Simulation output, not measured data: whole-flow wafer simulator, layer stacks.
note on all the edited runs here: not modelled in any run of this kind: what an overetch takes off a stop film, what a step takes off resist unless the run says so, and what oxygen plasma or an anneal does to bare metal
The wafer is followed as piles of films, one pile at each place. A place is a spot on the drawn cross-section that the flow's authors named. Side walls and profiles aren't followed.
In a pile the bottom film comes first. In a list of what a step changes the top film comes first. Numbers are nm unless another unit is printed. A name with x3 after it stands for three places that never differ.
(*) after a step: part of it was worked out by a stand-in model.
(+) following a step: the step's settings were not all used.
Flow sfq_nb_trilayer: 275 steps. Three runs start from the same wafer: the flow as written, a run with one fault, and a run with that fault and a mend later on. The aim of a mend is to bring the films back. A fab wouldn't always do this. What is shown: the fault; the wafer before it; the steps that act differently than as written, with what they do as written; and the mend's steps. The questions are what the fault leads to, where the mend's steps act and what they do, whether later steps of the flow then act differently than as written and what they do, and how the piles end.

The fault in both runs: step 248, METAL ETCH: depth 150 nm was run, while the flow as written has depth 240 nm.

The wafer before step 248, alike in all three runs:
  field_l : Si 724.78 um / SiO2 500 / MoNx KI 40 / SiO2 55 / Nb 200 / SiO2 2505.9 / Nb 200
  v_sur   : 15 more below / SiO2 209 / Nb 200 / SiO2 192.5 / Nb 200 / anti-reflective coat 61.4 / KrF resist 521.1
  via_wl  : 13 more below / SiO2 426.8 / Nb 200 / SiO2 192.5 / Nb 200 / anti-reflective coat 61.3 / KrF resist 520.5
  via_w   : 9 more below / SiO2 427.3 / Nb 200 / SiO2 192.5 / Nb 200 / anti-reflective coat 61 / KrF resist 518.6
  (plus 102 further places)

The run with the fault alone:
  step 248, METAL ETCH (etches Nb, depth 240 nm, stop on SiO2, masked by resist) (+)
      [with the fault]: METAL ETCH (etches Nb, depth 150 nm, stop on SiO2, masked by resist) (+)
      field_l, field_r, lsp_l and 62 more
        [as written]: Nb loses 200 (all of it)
        [with the fault]: Nb loses 150
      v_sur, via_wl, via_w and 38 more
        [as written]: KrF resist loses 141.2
        [with the fault]: KrF resist loses 88.2
  Steps later in the flow that act otherwise than as written:
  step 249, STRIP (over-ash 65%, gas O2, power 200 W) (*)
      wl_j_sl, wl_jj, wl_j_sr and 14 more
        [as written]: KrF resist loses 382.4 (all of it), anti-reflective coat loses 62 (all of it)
        [with the fault]: KrF resist loses 435.3 (all of it), anti-reflective coat loses 62 (all of it)
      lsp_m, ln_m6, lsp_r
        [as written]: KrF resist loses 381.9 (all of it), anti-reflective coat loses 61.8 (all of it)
        [with the fault]: KrF resist loses 434.9 (all of it), anti-reflective coat loses 61.8 (all of it)
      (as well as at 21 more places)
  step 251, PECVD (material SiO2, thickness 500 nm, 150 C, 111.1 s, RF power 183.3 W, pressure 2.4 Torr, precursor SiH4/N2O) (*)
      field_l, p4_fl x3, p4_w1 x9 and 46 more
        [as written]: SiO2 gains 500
        [with the fault]: SiO2 gains 500 (new film)
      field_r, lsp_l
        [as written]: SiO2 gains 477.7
        [with the fault]: SiO2 gains 483.2 (new film)
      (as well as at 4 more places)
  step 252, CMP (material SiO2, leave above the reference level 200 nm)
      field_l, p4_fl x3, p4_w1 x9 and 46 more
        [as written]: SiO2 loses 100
        [with the fault]: SiO2 loses 150
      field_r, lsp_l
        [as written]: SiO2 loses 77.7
        [with the fault]: SiO2 loses 133.2
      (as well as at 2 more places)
  The piles end different from the flow's at field_l, field_r, lsp_l and 62 more by more than 2% or 0.5 nm, whichever is larger.
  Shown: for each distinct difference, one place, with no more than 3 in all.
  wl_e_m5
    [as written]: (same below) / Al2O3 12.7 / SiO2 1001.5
    [with the fault]: (same below) / Al2O3 12.7 / SiO2 601.5 / Nb 50 / SiO2 350
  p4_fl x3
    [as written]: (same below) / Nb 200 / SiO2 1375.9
    [with the fault]: (same below) / Nb 200 / SiO2 975.9 / Nb 50 / SiO2 350
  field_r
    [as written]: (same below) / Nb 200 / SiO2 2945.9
    [with the fault]: (same below) / Nb 200 / SiO2 2545.9 / Nb 50 / SiO2 350

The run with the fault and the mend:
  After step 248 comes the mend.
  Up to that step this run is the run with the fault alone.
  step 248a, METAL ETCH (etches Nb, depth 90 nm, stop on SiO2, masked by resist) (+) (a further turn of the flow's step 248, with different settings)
      field_l, field_r, lsp_l and 62 more
        Nb loses 50 (all of it)
      v_sur, via_wl, via_w and 38 more
        KrF resist loses 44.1
  Steps later in the flow that act otherwise than as written:
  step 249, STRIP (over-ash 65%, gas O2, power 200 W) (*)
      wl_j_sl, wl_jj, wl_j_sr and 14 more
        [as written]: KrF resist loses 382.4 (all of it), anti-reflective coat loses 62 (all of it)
        [with the mend]: KrF resist loses 391.2 (all of it), anti-reflective coat loses 62 (all of it)
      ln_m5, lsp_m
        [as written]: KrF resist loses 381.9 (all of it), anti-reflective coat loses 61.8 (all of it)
        [with the mend]: KrF resist loses 390.7 (all of it), anti-reflective coat loses 61.8 (all of it)
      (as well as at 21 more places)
  The piles end the same as the flow's at every place that both follow.
